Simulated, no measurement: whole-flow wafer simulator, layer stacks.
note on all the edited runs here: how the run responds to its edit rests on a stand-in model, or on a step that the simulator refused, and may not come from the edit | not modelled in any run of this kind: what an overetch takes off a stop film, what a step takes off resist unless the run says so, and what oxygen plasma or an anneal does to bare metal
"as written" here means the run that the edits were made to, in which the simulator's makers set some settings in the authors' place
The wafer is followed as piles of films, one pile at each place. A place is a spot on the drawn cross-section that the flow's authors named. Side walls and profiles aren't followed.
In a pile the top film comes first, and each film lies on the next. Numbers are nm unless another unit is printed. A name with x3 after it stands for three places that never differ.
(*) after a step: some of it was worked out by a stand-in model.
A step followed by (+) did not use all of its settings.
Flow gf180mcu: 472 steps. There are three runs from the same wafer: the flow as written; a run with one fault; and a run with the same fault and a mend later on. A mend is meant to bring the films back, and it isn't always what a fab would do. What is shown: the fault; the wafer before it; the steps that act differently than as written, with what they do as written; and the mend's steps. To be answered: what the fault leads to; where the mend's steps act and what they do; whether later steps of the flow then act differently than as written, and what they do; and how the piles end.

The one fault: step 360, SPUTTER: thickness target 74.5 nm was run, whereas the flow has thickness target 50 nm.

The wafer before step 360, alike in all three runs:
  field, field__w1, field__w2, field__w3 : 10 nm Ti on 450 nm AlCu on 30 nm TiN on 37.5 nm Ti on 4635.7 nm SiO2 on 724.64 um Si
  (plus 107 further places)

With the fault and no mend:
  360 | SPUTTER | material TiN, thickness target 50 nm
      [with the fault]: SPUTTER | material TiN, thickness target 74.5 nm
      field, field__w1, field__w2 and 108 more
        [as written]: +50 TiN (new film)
        [with the fault]: +74.5 TiN (new film)
  Steps further on in the flow that do not act as written (3 other steps are not shown; they differ only slightly, by no more than 2% or 0.5 nm, whichever is larger):
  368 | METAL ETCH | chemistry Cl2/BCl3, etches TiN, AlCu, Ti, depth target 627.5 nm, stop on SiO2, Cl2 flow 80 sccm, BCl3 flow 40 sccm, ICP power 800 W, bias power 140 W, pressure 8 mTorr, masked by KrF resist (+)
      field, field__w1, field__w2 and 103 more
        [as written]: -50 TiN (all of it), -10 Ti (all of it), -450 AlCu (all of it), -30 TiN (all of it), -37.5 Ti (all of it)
        [with the fault]: -74.5 TiN (all of it), -10 Ti (all of it), -450 AlCu (all of it), -30 TiN (all of it), -37.5 Ti (all of it)
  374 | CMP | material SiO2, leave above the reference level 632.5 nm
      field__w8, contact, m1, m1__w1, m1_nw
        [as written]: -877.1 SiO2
        [with the fault]: -901.6 SiO2
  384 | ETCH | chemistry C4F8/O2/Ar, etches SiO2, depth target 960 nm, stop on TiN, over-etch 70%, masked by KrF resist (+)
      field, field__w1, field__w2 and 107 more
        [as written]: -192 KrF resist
        [with the fault]: -186.3 KrF resist
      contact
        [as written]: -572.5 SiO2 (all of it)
        [with the fault]: -548 SiO2 (all of it)
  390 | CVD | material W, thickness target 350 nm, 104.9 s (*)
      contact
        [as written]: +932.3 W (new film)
        [with the fault]: +907.6 W (new film)
  The piles end different from the flow's at field__w8, contact, m1, m1__w1, m1_nw by more than 2% or 0.5 nm, whichever is larger.
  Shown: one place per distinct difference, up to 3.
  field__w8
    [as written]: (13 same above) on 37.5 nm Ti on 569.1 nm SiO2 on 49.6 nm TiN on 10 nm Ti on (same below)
    [with the fault]: (13 same above) on 37.5 nm Ti on 544.6 nm SiO2 on 74.1 nm TiN on 10 nm Ti on (same below)
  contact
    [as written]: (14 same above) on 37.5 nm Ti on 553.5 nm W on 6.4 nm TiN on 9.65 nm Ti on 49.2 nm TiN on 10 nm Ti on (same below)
    [with the fault]: (14 same above) on 37.5 nm Ti on 528.8 nm W on 6.5 nm TiN on 9.79 nm Ti on 73.7 nm TiN on 10 nm Ti on (same below)

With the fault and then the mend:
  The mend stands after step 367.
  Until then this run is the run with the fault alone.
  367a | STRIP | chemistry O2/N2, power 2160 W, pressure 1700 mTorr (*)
      field__w8, contact, m1, m1__w1, m1_nw
        -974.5 KrF resist (all of it)
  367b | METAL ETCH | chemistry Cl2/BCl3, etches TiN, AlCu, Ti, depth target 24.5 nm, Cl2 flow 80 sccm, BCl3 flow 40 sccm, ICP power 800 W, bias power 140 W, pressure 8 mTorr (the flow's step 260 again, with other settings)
      field, field__w1, field__w2 and 108 more
        -24.5 TiN
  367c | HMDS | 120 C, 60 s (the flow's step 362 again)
      alters no film at any place that is followed
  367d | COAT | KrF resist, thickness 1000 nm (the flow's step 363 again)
      field, field__w1, field__w2 and 108 more
        +1000 KrF resist (new film)
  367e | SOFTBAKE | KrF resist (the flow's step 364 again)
      alters no film at any place that is followed
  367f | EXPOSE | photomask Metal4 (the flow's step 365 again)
      alters no film at any place that is followed
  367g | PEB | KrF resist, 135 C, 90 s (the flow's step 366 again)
      field, field__w1, field__w2 and 108 more
        -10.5 KrF resist
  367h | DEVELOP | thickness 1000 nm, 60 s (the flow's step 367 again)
      field, field__w1, field__w2 and 103 more
        -989.5 KrF resist (all of it)
      field__w8, contact, m1, m1__w1, m1_nw
        -14.9 KrF resist
  Later steps of the flow that are run all act as written at every place that is followed.
  The piles end the same as the flow's at every place that both follow.
